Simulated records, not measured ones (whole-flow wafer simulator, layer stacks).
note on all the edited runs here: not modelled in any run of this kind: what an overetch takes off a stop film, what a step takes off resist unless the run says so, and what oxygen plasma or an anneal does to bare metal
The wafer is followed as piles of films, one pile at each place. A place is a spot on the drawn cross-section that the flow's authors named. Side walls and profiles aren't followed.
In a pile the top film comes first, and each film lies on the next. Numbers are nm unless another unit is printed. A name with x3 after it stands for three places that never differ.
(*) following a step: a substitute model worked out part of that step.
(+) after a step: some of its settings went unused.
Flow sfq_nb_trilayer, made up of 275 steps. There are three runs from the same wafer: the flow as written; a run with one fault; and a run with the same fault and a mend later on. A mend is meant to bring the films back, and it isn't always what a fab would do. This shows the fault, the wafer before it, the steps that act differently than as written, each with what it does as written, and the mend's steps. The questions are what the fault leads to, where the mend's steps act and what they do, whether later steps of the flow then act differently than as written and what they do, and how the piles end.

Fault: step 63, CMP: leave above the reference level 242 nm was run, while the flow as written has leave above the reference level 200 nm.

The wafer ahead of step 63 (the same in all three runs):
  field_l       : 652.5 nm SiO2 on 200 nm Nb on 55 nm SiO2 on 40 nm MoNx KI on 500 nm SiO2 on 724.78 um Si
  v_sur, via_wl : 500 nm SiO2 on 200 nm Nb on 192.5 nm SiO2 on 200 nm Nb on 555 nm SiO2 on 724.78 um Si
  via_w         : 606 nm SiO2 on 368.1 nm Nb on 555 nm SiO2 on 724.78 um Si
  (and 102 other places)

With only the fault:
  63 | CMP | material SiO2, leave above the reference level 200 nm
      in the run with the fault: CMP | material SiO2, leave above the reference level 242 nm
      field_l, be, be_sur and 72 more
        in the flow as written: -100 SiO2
        in the run with the fault: -58 SiO2
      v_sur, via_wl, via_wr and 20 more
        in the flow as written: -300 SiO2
        in the run with the fault: -258 SiO2
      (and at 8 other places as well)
  Later steps of the flow acting differently than as written (3 more steps, not shown, differ only slightly: by at most 2% or 0.5 nm, whichever is larger):
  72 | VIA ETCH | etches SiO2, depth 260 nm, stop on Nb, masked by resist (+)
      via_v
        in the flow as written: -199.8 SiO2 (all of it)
        in the run with the fault: -241.8 SiO2 (all of it)
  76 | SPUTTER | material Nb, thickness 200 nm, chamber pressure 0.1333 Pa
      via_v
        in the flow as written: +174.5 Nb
        in the run with the fault: +166.7 Nb
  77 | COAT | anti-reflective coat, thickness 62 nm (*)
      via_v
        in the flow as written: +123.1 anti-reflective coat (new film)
        in the run with the fault: +132 anti-reflective coat (new film)
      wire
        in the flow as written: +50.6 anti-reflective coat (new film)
        in the run with the fault: +49.4 anti-reflective coat (new film)
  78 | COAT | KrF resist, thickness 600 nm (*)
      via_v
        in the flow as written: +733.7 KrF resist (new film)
        in the run with the fault: +767.8 KrF resist (new film)
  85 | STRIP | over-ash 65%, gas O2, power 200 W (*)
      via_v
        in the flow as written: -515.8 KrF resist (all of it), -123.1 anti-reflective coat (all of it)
        in the run with the fault: -549.8 KrF resist (all of it), -132 anti-reflective coat (all of it)
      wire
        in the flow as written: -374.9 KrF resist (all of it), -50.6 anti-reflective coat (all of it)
        in the run with the fault: -371.9 KrF resist (all of it), -49.4 anti-reflective coat (all of it)
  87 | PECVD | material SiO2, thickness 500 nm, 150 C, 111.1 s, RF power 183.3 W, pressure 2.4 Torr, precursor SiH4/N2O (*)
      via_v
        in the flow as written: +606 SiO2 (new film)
        in the run with the fault: +655.9 SiO2 (new film)
  By the end, the piles at v_sur, via_wl, via_w and 74 more depart from the flow's by more than 2% or 0.5 nm, whichever is larger.
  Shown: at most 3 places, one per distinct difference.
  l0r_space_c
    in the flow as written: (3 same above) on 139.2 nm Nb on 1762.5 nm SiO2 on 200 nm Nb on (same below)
    in the run with the fault: (3 same above) on 139.2 nm Nb on 1804.5 nm SiO2 on 200 nm Nb on (same below)
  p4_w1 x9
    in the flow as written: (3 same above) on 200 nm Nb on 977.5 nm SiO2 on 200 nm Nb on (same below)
    in the run with the fault: (3 same above) on 200 nm Nb on 1019.5 nm SiO2 on 200 nm Nb on (same below)
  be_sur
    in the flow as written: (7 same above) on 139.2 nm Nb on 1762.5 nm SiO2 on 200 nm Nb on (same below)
    in the run with the fault: (7 same above) on 139.2 nm Nb on 1804.5 nm SiO2 on 200 nm Nb on (same below)

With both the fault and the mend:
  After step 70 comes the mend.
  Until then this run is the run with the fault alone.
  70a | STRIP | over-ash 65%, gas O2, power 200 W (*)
      field_l, v_sur, via_wl and 102 more
        -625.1 KrF resist (all of it), -62 anti-reflective coat (all of it)
      via_v
        -62 anti-reflective coat (all of it)
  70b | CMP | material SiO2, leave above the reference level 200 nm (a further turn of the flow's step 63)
      field_l, v_sur, via_wl and 103 more
        -42 SiO2
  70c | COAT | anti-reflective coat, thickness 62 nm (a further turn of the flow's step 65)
      field_l, v_sur, via_wl and 103 more
        +62 anti-reflective coat (new film)
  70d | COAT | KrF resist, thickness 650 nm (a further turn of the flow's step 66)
      field_l, v_sur, via_wl and 103 more
        +650 KrF resist (new film)
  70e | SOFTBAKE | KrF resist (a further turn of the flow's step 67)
      alters no film at any place that is followed
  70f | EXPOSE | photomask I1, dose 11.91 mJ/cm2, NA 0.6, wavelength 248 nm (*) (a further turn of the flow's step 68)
      alters no film at any place that is followed
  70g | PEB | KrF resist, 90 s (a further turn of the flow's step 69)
      field_l, v_sur, via_wl and 103 more
        -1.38 KrF resist
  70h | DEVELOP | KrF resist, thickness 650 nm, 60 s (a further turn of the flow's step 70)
      field_l, v_sur, via_wl and 102 more
        -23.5 KrF resist
      via_v
        -648.6 KrF resist (all of it)
  Every later step of the flow that is run acts as written at every place that is followed.
  The piles end the same as the flow's at every place that both follow.
